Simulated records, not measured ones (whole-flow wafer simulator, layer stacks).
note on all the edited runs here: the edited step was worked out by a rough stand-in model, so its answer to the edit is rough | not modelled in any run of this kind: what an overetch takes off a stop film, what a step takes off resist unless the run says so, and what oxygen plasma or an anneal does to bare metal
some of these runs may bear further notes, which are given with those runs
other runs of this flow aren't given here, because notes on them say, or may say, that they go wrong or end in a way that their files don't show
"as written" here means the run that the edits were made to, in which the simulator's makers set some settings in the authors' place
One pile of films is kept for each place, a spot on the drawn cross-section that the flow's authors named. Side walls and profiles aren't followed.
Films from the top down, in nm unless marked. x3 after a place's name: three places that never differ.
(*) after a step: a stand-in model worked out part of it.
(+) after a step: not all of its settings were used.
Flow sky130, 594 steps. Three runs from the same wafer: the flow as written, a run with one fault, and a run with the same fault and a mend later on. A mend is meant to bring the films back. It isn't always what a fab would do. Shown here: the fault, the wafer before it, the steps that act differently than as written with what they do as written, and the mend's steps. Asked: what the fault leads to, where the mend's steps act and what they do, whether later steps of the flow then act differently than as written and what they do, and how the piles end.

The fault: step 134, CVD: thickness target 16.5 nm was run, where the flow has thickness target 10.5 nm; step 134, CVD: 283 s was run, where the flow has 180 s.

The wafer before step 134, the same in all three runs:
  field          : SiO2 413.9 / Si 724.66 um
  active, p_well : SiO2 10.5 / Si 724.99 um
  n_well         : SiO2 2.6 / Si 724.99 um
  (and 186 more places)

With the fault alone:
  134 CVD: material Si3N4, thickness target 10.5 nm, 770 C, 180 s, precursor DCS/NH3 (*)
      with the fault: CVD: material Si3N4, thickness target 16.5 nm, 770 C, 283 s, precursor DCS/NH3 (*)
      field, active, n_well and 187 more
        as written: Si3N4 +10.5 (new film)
        with the fault: Si3N4 +16.5 (new film)
  Later steps of the flow that act differently than as written (56 more steps differ only slightly, by at most 2% or 0.5 nm, whichever is larger, and aren't shown):
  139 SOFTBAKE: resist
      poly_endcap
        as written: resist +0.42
        with the fault: resist -0.89
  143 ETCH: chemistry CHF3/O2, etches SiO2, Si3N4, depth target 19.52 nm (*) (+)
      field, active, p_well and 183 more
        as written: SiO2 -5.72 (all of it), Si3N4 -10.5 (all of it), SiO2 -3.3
        with the fault: SiO2 -5.72 (all of it), Si3N4 -13.8
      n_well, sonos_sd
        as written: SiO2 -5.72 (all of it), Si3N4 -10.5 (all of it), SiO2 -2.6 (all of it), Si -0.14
        with the fault: SiO2 -5.72 (all of it), Si3N4 -13.8
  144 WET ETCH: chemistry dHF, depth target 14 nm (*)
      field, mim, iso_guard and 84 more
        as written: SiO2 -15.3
        with the fault: Si3N4 -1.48
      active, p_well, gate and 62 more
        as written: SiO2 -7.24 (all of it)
        with the fault: Si3N4 -1.48
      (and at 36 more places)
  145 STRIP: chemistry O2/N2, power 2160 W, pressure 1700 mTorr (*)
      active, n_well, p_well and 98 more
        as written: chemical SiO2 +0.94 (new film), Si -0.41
        with the fault: nothing
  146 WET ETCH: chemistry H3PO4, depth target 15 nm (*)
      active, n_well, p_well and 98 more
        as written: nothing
        with the fault: Si3N4 -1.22 (all of it), SiO2 -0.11
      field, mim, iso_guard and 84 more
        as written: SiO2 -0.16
        with the fault: Si3N4 -1.22 (all of it), SiO2 -0.14
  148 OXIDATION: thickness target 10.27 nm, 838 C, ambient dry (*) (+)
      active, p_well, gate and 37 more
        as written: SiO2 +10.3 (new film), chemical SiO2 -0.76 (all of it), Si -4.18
        with the fault: SiO2 +6.53, Si -2.87
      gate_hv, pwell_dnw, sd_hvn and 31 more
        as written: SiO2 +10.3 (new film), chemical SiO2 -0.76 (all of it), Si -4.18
        with the fault: SiO2 +6.52, Si -2.87
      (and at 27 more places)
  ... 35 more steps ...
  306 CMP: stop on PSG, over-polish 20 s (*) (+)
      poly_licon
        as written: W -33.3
        with the fault: W -50
  At the end the piles differ from the flow's by more than 2% or 0.5 nm, whichever is larger, at field, gate_hv, m1 and 129 more.
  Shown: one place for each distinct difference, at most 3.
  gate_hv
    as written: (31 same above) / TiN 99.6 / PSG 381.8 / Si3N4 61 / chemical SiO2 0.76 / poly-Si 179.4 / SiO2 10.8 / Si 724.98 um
    with the fault: (31 same above) / TiN 99.6 / PSG 375.5 / Si3N4 61 / chemical SiO2 0.76 / poly-Si 179.4 / SiO2 17.1 / Si 724.99 um
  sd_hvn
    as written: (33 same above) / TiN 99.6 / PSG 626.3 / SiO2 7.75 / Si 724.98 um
    with the fault: (33 same above) / TiN 99.6 / PSG 620.1 / SiO2 13.9 / Si 724.98 um
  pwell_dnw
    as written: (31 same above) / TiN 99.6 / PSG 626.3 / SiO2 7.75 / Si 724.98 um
    with the fault: (31 same above) / TiN 99.6 / PSG 620.1 / SiO2 13.9 / Si 724.98 um

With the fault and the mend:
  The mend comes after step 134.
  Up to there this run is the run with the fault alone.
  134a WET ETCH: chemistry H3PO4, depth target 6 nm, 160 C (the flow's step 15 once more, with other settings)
      field, active, n_well and 187 more
        Si3N4 -6
  No later step of the flow acts differently than as written, at any place that is followed, by more than 2% or 0.5 nm, whichever is larger.
  At the end the piles differ from the flow's only slightly at the places that both follow, by at most 2% or 0.5 nm, whichever is larger.
